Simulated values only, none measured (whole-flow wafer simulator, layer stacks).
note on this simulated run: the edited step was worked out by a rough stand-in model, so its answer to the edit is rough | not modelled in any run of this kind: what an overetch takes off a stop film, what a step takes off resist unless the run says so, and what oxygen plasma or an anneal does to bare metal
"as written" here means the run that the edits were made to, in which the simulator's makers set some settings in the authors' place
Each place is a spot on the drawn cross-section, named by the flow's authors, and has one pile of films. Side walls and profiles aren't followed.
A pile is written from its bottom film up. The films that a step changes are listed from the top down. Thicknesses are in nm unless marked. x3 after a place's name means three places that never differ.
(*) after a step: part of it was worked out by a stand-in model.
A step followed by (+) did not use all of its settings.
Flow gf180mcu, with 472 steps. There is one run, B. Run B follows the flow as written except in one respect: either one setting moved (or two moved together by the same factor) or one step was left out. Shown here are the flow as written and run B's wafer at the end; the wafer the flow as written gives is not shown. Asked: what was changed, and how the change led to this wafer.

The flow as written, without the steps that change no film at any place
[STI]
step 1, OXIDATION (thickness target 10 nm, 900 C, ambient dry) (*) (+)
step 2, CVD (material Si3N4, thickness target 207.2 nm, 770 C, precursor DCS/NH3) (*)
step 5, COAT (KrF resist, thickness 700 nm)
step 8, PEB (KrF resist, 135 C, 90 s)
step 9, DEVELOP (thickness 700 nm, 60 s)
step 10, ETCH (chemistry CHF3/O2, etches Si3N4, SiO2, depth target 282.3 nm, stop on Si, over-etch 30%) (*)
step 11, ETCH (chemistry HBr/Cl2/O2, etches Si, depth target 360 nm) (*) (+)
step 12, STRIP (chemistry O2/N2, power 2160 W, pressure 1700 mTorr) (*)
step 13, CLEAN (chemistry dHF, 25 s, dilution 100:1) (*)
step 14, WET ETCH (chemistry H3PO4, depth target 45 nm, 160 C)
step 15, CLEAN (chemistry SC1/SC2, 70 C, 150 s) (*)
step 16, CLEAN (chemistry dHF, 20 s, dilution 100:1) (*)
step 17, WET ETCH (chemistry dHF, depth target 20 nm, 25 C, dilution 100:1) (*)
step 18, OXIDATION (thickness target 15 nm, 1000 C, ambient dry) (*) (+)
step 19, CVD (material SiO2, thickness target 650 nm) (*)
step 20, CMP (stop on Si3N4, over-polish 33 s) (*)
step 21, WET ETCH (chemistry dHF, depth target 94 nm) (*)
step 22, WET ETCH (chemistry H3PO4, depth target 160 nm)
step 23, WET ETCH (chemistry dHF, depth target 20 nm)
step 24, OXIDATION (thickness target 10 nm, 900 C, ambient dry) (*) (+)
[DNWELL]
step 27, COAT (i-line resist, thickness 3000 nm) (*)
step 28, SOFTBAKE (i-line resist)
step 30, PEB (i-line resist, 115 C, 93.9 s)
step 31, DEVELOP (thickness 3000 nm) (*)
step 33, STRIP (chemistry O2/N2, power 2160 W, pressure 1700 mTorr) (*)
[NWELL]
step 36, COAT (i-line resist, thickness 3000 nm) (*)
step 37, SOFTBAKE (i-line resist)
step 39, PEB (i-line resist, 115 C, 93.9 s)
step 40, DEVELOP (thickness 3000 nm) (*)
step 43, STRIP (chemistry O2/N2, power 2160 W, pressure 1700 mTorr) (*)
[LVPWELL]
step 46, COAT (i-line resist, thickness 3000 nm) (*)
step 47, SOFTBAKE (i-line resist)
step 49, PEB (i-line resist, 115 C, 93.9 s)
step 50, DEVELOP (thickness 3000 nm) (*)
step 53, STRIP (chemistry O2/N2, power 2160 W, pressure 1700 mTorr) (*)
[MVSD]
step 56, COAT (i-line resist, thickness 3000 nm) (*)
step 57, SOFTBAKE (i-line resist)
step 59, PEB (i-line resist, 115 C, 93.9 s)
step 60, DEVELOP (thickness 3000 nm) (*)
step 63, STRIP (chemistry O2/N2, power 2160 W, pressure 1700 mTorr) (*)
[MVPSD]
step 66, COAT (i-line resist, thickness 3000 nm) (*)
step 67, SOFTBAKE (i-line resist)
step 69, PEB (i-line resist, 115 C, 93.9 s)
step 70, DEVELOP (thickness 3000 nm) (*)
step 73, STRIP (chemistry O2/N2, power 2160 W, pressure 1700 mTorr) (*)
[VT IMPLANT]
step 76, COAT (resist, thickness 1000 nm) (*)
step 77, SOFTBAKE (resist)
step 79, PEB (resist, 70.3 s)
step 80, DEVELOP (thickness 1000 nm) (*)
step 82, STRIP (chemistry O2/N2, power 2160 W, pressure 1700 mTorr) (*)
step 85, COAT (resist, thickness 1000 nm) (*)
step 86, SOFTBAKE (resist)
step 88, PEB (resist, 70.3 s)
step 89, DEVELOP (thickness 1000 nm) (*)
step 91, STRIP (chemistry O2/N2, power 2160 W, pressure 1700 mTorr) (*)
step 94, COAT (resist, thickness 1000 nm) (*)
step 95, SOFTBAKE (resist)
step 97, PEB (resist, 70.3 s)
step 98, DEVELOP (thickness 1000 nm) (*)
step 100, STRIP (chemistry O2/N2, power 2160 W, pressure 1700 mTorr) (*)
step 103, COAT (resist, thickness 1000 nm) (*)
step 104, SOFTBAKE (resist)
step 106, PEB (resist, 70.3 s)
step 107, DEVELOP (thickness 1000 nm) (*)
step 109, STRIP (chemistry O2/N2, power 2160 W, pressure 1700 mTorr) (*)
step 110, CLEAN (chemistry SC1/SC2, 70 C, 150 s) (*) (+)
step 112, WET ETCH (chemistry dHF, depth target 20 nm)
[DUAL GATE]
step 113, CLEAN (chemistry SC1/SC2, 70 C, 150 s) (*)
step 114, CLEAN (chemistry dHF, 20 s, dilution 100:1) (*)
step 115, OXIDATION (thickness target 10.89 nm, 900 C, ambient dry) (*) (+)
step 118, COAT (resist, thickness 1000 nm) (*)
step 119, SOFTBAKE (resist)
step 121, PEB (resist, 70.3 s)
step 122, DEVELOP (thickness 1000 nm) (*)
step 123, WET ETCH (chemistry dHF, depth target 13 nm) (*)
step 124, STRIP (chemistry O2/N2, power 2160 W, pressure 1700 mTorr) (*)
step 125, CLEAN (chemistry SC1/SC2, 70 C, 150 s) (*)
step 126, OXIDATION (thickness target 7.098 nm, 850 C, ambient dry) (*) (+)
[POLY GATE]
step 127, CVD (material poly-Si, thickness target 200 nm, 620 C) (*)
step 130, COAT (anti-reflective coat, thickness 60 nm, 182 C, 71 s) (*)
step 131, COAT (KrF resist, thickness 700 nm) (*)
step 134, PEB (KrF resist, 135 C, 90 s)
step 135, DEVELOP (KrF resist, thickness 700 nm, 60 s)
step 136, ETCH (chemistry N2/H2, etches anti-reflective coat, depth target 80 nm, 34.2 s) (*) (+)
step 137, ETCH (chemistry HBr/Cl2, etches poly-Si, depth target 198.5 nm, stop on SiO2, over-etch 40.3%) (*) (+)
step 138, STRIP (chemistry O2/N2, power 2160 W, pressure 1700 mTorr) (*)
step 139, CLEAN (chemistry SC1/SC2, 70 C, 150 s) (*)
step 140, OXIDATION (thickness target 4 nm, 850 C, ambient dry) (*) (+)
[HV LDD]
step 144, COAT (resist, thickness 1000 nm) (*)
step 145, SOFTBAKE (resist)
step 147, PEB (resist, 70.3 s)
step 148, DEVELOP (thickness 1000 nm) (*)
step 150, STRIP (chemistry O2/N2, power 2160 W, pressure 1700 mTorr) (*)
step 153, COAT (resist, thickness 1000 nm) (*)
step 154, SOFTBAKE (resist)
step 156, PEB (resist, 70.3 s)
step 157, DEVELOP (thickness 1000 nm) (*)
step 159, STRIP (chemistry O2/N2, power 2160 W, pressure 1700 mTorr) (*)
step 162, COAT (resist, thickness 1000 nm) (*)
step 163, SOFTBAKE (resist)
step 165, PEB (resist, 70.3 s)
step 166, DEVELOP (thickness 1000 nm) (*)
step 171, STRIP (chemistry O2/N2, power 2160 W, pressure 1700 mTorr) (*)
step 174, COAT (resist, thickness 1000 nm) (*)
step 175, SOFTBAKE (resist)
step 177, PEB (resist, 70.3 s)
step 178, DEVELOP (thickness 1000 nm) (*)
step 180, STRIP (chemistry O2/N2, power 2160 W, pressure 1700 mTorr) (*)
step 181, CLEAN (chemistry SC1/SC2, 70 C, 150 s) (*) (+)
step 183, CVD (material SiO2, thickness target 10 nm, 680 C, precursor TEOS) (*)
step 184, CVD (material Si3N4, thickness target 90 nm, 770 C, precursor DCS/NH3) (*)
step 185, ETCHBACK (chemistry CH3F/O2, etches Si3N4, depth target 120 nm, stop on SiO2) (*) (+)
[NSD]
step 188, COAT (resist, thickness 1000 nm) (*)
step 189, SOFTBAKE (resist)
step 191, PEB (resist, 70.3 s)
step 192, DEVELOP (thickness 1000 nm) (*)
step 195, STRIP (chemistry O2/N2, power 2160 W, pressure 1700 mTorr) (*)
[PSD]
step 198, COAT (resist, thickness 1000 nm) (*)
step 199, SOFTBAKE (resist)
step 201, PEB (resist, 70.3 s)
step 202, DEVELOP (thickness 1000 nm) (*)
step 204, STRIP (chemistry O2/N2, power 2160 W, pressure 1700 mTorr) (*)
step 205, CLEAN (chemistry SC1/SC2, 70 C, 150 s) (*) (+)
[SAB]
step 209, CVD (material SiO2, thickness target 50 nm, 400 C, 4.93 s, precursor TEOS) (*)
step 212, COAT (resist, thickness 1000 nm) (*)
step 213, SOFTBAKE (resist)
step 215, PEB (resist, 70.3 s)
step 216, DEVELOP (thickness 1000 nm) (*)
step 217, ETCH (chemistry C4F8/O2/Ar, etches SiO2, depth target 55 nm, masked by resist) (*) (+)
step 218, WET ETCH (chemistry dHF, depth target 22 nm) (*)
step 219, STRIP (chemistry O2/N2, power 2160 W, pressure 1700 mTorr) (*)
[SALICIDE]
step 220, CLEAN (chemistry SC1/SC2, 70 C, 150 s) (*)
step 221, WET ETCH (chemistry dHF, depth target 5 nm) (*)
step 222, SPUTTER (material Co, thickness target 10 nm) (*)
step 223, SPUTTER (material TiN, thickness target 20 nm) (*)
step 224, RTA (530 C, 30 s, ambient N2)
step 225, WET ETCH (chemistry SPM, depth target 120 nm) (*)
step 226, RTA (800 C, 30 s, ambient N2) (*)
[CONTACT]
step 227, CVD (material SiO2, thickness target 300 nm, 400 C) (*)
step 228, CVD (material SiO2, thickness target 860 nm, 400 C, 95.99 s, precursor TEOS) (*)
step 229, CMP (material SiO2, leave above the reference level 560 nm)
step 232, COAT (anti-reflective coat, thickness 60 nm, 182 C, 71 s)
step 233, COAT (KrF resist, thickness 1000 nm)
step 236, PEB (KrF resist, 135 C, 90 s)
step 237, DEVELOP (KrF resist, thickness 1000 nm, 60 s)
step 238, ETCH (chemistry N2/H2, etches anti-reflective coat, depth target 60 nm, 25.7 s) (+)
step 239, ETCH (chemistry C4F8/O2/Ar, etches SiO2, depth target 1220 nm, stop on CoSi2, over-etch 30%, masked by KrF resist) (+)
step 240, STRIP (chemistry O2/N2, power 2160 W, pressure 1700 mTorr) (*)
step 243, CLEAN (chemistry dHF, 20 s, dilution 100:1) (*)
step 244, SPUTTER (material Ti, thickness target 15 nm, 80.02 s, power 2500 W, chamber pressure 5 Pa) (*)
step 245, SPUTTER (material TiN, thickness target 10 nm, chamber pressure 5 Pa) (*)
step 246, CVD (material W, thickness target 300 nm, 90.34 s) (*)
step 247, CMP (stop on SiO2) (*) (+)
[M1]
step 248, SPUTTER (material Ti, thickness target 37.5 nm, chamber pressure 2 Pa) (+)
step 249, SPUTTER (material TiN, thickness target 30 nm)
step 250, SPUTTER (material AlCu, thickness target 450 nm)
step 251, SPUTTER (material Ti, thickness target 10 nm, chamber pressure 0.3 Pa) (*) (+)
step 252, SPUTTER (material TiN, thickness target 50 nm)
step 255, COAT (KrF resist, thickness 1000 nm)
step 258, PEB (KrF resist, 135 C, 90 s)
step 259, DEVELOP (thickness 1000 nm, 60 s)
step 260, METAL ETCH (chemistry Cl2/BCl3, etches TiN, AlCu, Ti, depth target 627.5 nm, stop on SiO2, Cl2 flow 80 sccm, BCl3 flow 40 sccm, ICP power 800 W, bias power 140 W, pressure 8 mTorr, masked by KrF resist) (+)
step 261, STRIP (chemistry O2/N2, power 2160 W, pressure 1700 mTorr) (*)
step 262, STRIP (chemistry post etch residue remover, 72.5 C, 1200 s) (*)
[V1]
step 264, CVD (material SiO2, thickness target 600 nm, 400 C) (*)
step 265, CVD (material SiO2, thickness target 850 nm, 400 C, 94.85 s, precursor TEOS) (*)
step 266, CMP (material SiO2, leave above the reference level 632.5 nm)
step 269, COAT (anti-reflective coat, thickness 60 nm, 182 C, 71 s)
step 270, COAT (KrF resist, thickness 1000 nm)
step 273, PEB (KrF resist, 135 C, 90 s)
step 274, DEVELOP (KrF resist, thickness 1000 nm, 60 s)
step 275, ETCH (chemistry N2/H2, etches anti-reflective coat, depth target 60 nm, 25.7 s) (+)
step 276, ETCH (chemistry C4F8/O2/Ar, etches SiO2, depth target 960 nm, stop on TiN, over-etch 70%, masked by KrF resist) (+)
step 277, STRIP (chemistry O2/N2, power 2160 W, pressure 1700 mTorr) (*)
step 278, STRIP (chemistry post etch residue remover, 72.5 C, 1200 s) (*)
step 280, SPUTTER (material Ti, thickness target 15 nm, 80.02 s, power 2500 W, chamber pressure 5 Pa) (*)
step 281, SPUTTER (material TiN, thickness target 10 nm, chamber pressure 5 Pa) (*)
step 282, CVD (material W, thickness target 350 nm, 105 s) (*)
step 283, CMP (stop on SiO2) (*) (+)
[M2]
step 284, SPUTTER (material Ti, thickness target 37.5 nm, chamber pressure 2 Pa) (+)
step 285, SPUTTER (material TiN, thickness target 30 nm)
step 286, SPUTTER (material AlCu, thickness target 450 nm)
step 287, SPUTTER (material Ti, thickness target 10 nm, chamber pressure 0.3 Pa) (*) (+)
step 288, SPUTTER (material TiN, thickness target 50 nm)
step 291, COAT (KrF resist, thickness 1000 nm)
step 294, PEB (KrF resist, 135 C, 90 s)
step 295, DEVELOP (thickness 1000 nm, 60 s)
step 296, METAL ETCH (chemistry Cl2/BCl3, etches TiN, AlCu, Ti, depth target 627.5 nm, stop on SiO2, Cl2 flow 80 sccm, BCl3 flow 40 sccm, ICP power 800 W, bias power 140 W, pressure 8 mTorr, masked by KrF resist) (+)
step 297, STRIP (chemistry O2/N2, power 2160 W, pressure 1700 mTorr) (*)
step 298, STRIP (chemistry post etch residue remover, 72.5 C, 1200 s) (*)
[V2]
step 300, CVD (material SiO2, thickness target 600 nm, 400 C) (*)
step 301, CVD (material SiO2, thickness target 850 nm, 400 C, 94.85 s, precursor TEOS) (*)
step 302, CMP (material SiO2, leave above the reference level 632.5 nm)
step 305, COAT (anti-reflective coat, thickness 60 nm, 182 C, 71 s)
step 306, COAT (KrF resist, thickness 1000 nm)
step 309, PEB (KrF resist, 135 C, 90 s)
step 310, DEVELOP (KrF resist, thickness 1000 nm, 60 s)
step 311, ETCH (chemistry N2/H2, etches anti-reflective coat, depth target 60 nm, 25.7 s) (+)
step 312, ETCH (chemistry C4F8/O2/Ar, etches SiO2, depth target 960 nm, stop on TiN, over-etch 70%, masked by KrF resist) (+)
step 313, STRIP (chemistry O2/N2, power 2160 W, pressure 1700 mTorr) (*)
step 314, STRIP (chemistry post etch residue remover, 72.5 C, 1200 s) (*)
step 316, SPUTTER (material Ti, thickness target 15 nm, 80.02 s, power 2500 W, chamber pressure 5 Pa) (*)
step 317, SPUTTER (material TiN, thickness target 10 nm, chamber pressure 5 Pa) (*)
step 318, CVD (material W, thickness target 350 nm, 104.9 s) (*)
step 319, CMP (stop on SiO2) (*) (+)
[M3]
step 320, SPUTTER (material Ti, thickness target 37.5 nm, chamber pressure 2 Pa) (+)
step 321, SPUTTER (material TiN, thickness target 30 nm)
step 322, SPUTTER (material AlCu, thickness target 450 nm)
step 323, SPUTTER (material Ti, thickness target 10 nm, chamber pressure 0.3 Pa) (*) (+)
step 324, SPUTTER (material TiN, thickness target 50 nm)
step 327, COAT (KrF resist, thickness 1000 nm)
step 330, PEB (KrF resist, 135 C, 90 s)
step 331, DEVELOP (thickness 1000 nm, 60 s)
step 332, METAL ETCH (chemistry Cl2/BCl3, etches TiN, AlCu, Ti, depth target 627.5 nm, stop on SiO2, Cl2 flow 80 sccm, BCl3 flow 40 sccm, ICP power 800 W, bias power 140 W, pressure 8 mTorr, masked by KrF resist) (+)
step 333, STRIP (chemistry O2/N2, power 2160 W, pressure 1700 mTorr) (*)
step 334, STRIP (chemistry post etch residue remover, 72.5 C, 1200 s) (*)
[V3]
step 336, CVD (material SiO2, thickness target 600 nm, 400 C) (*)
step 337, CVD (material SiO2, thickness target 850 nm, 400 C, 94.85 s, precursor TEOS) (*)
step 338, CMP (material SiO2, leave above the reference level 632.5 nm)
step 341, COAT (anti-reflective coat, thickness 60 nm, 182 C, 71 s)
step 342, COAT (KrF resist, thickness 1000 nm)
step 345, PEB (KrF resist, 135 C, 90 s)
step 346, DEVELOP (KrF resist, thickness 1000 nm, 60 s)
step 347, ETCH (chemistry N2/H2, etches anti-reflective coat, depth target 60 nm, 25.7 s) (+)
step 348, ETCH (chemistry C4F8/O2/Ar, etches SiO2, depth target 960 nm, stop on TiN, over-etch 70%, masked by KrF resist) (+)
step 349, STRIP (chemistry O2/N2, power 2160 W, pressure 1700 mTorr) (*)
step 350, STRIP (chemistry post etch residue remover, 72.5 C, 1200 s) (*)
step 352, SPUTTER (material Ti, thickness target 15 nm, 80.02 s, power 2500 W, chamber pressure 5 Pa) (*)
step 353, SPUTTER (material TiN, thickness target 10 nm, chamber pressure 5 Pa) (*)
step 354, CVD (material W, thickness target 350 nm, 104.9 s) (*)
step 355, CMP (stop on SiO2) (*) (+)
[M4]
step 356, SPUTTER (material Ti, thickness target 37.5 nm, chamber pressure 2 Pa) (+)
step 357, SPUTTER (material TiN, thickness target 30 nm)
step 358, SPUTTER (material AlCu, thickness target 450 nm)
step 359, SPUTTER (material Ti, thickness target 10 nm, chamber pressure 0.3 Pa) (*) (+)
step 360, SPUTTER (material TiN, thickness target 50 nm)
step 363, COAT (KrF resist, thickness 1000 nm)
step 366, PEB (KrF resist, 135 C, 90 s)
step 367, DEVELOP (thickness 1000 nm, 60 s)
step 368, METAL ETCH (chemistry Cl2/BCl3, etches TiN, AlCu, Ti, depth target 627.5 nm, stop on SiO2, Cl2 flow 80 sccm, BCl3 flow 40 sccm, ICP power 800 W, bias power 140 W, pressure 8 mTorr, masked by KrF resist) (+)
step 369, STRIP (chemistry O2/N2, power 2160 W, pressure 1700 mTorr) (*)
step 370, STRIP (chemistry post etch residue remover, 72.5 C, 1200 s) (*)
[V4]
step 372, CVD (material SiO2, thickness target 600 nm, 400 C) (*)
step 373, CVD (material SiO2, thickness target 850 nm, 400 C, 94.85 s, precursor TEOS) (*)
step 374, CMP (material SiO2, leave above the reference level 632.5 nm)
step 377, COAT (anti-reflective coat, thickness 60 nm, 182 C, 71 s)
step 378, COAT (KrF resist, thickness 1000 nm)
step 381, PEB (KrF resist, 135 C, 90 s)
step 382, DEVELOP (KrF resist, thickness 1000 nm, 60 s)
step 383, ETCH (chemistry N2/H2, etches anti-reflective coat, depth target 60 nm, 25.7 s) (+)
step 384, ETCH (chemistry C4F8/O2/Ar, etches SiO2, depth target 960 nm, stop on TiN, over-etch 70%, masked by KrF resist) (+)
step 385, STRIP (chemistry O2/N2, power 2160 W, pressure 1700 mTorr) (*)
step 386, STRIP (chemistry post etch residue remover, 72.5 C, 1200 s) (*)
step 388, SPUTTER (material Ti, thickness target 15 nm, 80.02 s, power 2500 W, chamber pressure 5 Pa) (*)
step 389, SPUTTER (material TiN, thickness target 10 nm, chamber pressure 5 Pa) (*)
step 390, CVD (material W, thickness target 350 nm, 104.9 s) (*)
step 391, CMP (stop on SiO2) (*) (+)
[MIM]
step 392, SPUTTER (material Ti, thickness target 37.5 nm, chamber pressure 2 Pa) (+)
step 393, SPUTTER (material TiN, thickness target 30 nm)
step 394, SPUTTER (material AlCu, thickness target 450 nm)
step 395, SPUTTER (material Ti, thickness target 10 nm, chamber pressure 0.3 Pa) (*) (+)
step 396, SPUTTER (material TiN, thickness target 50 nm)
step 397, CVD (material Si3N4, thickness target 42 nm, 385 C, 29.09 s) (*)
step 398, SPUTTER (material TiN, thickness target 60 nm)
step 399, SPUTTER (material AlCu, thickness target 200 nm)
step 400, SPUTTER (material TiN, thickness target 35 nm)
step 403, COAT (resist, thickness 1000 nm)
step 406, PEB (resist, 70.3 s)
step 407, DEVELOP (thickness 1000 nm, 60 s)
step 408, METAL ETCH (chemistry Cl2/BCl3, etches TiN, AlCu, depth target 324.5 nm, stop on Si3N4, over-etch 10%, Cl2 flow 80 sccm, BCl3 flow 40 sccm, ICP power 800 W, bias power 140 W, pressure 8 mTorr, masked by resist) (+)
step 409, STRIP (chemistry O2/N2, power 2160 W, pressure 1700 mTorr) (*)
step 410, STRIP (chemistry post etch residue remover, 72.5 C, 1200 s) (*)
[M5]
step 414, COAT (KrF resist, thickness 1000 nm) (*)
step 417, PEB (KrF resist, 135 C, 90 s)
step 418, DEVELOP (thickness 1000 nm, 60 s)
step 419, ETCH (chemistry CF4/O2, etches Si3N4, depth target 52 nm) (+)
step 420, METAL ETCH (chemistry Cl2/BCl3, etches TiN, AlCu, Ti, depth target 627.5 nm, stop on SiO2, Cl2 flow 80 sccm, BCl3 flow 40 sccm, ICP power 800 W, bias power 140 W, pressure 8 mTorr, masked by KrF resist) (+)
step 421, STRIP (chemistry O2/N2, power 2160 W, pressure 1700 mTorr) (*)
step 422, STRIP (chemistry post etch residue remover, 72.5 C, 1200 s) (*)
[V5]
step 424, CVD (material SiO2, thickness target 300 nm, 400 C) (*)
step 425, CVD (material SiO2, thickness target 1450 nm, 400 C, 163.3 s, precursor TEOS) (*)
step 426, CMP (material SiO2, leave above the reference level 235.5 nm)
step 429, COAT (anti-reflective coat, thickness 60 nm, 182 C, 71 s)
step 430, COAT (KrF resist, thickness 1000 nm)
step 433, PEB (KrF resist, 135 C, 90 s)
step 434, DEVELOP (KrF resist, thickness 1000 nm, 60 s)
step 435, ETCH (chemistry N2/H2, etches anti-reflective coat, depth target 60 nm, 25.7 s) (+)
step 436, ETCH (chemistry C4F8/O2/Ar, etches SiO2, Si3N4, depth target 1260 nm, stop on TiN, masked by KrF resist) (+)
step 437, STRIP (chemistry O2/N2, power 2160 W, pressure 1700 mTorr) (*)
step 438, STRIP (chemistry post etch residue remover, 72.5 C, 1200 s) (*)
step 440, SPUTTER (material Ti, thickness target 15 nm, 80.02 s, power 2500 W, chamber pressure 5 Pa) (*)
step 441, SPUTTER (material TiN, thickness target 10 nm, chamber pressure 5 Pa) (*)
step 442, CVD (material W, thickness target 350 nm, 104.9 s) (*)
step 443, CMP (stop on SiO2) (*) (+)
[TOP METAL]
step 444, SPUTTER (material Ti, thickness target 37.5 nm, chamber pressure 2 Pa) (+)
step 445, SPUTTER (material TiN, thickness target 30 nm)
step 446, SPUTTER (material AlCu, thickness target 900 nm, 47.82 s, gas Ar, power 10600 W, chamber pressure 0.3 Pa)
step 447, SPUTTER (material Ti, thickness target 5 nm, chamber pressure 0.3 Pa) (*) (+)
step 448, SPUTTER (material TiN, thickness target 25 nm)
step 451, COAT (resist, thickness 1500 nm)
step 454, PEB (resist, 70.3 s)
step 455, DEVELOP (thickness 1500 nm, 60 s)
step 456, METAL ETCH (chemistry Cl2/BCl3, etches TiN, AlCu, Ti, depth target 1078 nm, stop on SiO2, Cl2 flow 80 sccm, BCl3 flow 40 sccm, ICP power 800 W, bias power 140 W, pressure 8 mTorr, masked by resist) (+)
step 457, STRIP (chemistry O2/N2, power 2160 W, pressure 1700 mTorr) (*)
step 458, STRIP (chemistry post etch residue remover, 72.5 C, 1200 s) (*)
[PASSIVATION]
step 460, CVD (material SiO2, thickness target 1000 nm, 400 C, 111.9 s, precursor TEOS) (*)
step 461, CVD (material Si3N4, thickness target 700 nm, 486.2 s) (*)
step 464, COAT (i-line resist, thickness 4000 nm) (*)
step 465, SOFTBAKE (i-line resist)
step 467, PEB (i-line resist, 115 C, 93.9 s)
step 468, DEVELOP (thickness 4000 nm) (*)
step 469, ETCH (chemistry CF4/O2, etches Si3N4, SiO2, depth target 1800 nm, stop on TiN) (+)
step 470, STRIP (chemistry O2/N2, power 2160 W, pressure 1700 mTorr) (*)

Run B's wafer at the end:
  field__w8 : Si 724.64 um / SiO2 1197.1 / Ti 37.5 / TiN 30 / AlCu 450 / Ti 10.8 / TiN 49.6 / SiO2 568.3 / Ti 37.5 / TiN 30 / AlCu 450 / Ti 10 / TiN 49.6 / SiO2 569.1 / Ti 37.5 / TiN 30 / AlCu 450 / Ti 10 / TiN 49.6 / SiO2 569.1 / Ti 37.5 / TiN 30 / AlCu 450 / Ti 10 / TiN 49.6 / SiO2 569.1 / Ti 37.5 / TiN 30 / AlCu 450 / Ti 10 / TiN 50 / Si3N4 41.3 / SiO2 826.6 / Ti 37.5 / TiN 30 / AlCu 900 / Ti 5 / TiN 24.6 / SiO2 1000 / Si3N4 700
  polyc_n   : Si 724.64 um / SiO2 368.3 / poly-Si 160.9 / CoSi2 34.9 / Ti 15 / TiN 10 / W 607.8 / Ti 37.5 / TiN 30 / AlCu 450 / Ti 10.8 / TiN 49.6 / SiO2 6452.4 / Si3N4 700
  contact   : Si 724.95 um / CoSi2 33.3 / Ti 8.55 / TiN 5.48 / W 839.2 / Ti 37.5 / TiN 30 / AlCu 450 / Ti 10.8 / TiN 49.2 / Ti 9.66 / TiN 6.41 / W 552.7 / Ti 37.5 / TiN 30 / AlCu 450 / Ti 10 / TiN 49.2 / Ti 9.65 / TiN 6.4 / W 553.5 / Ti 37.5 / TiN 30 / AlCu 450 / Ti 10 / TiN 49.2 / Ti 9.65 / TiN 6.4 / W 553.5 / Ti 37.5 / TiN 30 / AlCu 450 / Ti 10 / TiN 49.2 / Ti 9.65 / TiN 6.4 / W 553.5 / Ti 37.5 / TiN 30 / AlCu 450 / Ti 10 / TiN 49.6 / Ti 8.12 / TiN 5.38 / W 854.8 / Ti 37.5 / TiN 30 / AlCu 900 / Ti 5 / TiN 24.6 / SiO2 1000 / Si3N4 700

Cause: step 251, SPUTTER: thickness target 10.8 nm was run, while the flow as written has thickness target 10 nm.
One can read it off the wafer: field__w8 has Ti 10.8, and step 251 as written asks for 10 nm.

The path from the change to this, step by step:
  step 251, SPUTTER (material Ti, thickness target 10 nm, chamber pressure 0.3 Pa) (*) (+)
      field, field__w1, field__w2 and 108 more: Ti gains 10.8 (new film) (as written it would have been: Ti gains 10 (new film))
  step 260, METAL ETCH (chemistry Cl2/BCl3, etches TiN, AlCu, Ti, depth target 627.5 nm, stop on SiO2, Cl2 flow 80 sccm, BCl3 flow 40 sccm, ICP power 800 W, bias power 140 W, pressure 8 mTorr, masked by KrF resist) (+)
      field, field__w1, field__w2 and 99 more: TiN loses 50 (all of it), Ti loses 10.8 (all of it), AlCu loses 450 (all of it), TiN loses 30 (all of it), Ti loses 37.5 (all of it) (as written it would have been: TiN loses 50 (all of it), Ti loses 10 (all of it), AlCu loses 450 (all of it), TiN loses 30 (all of it), Ti loses 37.5 (all of it))
